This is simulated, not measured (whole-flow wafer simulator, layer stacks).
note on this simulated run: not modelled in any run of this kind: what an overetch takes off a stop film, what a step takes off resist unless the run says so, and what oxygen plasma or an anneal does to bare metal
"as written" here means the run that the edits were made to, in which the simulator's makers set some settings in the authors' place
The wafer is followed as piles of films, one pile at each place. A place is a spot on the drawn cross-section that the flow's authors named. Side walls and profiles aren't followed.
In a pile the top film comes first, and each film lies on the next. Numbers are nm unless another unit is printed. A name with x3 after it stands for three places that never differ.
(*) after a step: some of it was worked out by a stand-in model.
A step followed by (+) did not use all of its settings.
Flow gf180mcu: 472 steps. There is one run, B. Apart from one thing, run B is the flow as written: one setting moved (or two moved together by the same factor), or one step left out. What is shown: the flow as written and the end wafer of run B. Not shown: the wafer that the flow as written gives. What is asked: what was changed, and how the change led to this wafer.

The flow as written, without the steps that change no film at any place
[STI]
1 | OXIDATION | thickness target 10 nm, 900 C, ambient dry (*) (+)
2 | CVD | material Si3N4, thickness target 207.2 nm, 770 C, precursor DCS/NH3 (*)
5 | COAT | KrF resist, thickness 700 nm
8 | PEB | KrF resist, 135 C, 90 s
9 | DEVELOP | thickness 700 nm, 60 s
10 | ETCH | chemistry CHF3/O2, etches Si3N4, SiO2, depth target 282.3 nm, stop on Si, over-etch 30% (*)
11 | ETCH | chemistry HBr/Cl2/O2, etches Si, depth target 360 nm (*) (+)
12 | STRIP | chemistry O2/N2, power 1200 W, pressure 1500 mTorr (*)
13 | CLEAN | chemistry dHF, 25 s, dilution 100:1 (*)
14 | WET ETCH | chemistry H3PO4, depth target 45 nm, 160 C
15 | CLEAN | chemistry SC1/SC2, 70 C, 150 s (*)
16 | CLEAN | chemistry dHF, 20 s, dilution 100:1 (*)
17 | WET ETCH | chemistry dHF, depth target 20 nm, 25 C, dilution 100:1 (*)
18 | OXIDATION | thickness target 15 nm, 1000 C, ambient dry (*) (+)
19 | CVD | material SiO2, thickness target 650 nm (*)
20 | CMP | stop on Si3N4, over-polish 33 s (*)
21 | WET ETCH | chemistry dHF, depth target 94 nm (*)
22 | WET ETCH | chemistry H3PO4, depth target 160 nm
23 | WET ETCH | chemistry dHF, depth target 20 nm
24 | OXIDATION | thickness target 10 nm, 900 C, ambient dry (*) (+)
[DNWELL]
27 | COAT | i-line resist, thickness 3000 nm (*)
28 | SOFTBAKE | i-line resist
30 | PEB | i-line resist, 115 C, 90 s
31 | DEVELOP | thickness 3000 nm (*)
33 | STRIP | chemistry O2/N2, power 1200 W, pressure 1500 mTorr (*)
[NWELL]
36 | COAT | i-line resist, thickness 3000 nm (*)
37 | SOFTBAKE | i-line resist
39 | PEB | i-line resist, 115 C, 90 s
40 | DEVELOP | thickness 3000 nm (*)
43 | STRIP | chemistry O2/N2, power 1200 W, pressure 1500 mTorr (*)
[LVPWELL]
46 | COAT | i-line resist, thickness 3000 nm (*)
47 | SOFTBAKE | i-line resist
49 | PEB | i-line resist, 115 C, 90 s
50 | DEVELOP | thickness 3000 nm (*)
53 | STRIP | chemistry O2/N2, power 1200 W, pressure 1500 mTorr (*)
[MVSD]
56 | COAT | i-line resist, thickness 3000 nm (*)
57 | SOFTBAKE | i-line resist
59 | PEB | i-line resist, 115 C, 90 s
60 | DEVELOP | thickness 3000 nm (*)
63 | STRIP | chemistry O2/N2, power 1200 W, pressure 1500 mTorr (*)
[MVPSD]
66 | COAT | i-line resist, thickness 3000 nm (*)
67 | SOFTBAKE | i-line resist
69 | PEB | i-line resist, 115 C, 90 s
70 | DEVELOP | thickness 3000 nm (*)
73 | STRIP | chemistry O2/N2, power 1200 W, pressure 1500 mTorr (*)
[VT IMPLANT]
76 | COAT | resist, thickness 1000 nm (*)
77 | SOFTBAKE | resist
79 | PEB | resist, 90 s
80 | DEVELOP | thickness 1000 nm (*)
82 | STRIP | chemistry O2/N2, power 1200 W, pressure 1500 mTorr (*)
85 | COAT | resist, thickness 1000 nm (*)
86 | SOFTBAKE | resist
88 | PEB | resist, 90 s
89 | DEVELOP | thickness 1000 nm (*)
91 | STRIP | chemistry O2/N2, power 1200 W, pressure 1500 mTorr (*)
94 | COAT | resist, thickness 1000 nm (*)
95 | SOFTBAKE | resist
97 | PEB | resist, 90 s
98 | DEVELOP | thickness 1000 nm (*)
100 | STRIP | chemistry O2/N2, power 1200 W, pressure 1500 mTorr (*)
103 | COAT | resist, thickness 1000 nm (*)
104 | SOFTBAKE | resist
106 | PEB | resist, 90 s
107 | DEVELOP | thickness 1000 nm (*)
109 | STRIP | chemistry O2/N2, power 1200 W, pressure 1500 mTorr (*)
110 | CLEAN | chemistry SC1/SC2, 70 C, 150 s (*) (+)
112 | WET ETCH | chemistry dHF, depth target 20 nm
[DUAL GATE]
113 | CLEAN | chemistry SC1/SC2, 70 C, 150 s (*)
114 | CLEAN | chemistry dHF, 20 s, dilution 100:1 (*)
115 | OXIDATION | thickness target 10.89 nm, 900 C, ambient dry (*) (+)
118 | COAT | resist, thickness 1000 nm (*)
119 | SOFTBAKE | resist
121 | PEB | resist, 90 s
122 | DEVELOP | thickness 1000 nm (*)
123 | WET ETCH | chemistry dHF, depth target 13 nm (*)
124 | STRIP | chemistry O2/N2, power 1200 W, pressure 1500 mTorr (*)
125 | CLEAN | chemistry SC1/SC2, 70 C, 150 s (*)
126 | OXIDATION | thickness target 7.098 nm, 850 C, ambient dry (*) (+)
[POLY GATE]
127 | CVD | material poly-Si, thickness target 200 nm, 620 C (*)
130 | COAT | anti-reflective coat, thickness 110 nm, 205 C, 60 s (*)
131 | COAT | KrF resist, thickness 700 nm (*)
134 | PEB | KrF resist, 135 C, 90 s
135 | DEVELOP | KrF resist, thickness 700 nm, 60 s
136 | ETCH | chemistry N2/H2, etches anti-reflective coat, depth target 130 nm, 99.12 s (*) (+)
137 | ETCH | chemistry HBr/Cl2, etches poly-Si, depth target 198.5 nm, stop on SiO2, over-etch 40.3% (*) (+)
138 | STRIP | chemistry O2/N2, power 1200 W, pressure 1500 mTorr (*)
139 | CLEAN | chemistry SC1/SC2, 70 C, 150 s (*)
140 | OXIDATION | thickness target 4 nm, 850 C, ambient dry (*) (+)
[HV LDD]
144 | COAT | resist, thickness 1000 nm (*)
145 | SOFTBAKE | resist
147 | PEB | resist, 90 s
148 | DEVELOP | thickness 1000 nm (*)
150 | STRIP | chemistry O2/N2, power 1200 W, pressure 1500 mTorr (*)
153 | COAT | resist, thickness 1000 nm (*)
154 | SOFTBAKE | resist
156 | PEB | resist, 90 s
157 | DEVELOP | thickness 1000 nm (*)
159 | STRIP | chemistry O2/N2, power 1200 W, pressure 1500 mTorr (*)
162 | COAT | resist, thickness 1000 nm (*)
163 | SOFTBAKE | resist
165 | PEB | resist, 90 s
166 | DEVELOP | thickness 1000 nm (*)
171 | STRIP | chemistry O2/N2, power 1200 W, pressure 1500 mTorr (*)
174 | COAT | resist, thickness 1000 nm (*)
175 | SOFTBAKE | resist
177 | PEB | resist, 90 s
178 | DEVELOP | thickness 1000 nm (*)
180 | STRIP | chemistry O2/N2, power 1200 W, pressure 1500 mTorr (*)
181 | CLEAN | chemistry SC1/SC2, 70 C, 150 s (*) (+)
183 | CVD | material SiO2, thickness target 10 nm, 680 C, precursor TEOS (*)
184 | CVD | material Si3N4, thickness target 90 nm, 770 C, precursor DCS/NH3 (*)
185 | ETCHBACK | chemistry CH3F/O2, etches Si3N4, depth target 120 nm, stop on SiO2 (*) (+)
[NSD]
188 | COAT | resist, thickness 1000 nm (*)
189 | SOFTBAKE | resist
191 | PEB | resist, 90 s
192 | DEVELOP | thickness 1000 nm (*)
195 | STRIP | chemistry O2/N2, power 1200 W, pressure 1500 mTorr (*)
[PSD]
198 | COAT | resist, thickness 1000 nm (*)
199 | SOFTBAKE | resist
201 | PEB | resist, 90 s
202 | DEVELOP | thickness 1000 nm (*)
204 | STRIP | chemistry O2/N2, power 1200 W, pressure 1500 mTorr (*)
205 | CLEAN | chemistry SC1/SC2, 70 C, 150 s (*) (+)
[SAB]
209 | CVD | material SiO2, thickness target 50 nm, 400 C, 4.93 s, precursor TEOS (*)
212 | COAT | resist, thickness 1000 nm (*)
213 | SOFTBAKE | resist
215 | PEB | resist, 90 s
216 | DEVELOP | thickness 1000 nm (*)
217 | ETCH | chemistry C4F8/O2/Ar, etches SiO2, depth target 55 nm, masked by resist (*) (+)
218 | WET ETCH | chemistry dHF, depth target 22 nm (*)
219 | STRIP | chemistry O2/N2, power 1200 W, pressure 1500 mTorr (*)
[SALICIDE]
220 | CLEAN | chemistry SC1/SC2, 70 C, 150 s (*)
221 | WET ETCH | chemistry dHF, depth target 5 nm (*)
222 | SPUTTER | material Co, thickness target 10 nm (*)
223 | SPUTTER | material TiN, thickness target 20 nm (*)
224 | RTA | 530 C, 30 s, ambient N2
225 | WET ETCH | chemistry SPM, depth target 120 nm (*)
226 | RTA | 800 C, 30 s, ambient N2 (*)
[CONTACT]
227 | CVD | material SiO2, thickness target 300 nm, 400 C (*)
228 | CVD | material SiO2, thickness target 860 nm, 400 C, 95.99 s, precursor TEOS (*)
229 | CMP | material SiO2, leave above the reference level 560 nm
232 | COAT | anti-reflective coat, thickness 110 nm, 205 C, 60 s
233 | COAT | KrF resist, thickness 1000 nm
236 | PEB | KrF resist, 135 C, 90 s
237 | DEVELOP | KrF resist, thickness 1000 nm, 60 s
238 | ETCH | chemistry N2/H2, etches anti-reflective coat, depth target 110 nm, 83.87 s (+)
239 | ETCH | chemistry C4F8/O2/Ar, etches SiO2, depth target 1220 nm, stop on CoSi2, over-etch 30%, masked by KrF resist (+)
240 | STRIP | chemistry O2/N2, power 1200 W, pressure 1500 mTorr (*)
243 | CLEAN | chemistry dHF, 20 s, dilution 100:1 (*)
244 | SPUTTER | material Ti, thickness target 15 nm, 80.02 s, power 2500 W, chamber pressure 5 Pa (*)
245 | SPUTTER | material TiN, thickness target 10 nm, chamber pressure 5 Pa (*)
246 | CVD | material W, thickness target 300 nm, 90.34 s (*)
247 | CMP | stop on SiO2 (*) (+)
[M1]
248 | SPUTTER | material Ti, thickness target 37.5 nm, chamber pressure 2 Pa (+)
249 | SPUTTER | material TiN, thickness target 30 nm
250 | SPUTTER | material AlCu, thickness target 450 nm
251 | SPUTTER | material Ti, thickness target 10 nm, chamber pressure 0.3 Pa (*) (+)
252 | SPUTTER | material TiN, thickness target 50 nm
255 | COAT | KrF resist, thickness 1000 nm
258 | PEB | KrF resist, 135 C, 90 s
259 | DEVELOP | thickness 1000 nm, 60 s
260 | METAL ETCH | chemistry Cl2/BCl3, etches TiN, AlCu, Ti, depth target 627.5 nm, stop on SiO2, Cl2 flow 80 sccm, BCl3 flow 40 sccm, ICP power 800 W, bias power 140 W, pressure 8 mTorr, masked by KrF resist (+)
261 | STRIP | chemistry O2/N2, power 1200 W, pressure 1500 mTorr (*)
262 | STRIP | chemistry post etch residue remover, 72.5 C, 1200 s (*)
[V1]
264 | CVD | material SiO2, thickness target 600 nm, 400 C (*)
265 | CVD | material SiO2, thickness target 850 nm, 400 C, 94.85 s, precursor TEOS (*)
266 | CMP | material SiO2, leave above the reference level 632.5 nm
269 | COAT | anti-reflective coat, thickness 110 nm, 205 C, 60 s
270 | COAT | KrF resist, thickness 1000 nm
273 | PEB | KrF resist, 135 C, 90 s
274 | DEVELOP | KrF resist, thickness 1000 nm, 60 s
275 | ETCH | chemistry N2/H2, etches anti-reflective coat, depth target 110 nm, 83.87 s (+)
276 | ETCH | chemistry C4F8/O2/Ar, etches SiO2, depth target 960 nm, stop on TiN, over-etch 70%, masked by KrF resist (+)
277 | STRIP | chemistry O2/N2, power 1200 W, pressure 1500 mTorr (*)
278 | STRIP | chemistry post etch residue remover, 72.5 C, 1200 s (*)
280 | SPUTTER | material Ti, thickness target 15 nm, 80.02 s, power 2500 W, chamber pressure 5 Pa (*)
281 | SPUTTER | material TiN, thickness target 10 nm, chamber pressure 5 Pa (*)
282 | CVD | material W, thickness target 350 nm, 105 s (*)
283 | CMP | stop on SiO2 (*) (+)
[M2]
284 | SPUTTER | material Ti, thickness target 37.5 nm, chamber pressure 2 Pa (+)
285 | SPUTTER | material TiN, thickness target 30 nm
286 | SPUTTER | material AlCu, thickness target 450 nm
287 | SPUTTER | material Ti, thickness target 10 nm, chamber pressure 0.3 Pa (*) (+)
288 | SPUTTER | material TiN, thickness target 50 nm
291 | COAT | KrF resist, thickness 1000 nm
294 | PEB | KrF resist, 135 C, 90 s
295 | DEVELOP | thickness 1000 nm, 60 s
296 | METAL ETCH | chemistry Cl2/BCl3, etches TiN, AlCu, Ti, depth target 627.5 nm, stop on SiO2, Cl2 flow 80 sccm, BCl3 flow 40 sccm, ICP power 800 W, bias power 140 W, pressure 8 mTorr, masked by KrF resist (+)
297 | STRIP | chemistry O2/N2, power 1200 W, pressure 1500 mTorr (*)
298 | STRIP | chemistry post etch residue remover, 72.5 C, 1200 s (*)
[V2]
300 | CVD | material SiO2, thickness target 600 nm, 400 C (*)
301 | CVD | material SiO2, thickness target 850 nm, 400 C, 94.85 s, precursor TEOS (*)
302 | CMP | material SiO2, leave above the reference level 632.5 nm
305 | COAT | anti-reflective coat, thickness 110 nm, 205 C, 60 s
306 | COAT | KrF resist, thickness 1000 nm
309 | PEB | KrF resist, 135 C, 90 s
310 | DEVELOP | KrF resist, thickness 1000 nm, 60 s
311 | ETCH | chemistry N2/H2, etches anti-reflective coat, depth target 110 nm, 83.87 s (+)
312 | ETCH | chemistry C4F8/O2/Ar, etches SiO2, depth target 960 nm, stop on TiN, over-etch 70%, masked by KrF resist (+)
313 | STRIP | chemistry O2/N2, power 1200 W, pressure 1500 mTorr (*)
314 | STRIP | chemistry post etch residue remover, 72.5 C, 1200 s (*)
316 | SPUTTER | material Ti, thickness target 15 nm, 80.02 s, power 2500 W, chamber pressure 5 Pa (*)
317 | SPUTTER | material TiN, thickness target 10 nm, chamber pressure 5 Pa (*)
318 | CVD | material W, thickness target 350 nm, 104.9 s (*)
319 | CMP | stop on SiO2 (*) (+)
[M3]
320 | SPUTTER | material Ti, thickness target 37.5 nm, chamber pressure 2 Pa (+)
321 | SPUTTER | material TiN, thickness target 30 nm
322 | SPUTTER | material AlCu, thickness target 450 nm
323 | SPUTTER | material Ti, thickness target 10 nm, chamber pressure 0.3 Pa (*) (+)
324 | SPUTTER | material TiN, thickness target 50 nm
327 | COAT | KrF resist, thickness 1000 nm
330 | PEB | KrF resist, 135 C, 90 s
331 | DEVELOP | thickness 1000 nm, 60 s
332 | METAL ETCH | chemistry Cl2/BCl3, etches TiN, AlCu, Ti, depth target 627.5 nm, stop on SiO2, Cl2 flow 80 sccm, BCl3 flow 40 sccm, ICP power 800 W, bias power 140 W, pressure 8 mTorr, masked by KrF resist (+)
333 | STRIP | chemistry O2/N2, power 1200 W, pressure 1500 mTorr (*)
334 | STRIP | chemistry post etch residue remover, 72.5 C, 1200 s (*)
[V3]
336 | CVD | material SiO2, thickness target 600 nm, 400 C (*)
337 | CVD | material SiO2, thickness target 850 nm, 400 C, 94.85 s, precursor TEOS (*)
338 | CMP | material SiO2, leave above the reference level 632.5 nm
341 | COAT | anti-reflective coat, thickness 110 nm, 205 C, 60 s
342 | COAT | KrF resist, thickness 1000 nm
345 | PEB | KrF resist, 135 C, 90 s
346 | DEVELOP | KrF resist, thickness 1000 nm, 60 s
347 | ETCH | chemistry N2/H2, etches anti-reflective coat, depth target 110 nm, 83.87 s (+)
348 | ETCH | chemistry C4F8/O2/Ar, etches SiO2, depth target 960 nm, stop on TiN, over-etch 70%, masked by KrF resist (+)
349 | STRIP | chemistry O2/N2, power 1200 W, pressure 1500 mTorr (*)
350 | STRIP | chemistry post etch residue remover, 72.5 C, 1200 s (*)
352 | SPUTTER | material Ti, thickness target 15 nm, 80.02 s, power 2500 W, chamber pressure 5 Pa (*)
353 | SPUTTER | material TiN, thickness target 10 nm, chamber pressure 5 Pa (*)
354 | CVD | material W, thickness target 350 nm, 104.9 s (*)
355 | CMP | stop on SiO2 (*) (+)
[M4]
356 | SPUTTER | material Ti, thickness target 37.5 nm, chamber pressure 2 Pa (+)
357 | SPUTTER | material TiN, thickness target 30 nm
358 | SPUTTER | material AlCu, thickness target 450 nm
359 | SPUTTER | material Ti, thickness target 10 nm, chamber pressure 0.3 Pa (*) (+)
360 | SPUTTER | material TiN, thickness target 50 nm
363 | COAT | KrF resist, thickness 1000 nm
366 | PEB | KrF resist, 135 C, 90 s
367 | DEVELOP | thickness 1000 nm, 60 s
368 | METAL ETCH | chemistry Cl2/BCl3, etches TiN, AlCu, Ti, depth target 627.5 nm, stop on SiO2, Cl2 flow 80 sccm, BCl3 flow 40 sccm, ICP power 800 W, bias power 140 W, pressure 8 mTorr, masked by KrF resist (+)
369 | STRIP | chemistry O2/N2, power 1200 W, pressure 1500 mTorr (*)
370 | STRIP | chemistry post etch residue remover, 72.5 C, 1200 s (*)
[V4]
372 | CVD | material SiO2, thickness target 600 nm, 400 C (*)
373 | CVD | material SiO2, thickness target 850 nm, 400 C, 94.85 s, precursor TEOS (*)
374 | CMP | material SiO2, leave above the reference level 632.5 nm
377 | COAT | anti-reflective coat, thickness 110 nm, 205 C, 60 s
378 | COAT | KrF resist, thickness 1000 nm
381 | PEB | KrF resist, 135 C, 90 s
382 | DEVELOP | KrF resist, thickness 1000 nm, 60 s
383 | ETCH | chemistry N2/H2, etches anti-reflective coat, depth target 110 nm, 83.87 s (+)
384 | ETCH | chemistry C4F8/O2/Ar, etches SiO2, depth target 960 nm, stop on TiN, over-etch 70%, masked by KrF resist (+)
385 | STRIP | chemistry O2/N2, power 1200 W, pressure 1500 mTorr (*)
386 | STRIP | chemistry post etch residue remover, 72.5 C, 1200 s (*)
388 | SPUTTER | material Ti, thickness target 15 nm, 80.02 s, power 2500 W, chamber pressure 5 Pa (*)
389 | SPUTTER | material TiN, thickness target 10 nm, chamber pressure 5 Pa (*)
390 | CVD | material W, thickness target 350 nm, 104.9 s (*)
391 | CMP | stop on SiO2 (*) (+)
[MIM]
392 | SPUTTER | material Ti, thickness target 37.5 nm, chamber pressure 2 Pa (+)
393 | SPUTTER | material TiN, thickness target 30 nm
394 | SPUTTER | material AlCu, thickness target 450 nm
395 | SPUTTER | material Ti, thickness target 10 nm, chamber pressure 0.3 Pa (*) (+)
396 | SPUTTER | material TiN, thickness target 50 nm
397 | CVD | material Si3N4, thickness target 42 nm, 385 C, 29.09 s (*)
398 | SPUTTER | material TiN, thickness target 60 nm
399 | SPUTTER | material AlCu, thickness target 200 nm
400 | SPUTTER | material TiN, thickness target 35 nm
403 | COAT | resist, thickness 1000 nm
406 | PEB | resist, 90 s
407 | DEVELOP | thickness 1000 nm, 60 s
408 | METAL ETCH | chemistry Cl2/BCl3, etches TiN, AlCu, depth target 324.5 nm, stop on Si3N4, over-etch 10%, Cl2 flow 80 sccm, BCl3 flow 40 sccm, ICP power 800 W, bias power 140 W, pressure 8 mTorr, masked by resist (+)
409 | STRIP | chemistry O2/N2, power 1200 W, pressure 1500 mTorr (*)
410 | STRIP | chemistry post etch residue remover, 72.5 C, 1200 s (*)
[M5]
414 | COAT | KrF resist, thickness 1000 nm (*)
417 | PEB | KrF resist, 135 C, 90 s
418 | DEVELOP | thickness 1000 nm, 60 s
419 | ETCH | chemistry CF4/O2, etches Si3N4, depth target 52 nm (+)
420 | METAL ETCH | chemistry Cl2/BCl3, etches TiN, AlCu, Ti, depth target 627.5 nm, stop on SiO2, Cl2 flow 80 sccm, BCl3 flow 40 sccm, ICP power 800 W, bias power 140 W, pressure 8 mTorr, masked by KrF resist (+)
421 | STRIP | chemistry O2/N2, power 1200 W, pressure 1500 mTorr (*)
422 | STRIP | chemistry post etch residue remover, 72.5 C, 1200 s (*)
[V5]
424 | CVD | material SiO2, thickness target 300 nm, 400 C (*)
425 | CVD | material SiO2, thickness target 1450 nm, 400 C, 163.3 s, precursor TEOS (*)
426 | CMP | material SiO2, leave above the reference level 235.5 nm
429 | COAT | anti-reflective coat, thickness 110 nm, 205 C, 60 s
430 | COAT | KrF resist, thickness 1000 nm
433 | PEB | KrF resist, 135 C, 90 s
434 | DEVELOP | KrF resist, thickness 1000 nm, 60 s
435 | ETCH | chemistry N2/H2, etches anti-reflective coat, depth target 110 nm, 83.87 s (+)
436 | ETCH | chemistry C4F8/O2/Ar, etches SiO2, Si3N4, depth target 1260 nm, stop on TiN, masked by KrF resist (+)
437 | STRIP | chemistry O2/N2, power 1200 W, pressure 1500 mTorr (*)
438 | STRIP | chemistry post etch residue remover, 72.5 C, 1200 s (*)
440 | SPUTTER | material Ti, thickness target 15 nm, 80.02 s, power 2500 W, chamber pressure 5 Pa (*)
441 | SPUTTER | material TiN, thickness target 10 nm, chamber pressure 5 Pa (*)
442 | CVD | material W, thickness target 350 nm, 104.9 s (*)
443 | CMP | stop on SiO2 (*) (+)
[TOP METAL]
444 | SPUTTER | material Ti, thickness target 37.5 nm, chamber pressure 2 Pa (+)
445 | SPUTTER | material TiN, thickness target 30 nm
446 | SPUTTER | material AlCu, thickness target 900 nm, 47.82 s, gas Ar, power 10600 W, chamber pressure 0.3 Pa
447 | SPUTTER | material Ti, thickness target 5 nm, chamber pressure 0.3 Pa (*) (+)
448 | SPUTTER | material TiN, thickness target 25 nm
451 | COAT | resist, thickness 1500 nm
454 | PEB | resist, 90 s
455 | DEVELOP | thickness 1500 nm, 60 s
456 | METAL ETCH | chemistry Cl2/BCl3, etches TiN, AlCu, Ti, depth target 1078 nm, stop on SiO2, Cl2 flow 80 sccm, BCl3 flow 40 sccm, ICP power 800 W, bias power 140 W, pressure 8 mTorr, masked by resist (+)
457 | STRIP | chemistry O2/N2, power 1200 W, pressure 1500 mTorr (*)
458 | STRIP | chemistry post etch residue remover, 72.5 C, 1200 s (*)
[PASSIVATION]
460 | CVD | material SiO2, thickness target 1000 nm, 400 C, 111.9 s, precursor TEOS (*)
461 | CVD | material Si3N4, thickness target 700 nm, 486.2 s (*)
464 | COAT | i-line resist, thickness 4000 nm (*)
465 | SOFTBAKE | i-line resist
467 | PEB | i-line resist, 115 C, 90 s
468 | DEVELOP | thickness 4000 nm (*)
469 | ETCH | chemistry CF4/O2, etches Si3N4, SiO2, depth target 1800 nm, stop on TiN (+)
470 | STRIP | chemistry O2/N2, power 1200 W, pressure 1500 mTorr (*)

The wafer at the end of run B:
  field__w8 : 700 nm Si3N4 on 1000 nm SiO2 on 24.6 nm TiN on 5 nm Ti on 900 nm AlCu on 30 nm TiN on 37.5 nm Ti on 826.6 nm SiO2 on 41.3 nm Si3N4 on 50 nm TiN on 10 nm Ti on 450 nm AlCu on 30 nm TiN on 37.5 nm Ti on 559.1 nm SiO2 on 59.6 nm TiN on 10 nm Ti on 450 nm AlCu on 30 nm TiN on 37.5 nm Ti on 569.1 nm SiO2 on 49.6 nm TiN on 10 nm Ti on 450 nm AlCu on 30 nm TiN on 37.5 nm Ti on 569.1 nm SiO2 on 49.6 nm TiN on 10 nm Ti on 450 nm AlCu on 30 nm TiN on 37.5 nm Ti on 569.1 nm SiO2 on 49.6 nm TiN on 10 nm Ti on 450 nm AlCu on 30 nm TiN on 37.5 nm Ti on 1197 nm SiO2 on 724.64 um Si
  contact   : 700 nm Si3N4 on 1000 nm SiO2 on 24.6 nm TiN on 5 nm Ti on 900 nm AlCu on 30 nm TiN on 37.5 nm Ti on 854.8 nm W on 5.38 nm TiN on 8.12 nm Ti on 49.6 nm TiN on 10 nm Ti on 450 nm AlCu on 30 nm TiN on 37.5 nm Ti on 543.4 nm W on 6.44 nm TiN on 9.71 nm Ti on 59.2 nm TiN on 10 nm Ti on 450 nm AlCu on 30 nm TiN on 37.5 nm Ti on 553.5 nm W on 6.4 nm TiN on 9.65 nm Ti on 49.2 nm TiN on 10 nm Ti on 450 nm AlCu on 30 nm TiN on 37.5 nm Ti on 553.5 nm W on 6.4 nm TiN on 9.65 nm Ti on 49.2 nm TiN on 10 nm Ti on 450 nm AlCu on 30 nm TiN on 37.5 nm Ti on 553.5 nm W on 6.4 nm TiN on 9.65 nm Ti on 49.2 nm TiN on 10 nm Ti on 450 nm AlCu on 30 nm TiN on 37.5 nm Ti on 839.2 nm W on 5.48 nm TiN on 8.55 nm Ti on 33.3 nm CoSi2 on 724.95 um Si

The reason: step 360, SPUTTER: thickness target 60 nm was run, though the flow has thickness target 50 nm.

The path from the change to this, step by step:
  360 | SPUTTER | material TiN, thickness target 50 nm
      field, field__w1, field__w2 and 108 more: TiN gains 60 (new film) (in the flow as written it would be: TiN gains 50 (new film))
  368 | METAL ETCH | chemistry Cl2/BCl3, etches TiN, AlCu, Ti, depth target 627.5 nm, stop on SiO2, Cl2 flow 80 sccm, BCl3 flow 40 sccm, ICP power 800 W, bias power 140 W, pressure 8 mTorr, masked by KrF resist (+)
      field, field__w1, field__w2 and 103 more: TiN loses 60 (all of it), Ti loses 10 (all of it), AlCu loses 450 (all of it), TiN loses 30 (all of it), Ti loses 37.5 (all of it) (in the flow as written it would be: TiN loses 50 (all of it), Ti loses 10 (all of it), AlCu loses 450 (all of it), TiN loses 30 (all of it), Ti loses 37.5 (all of it))
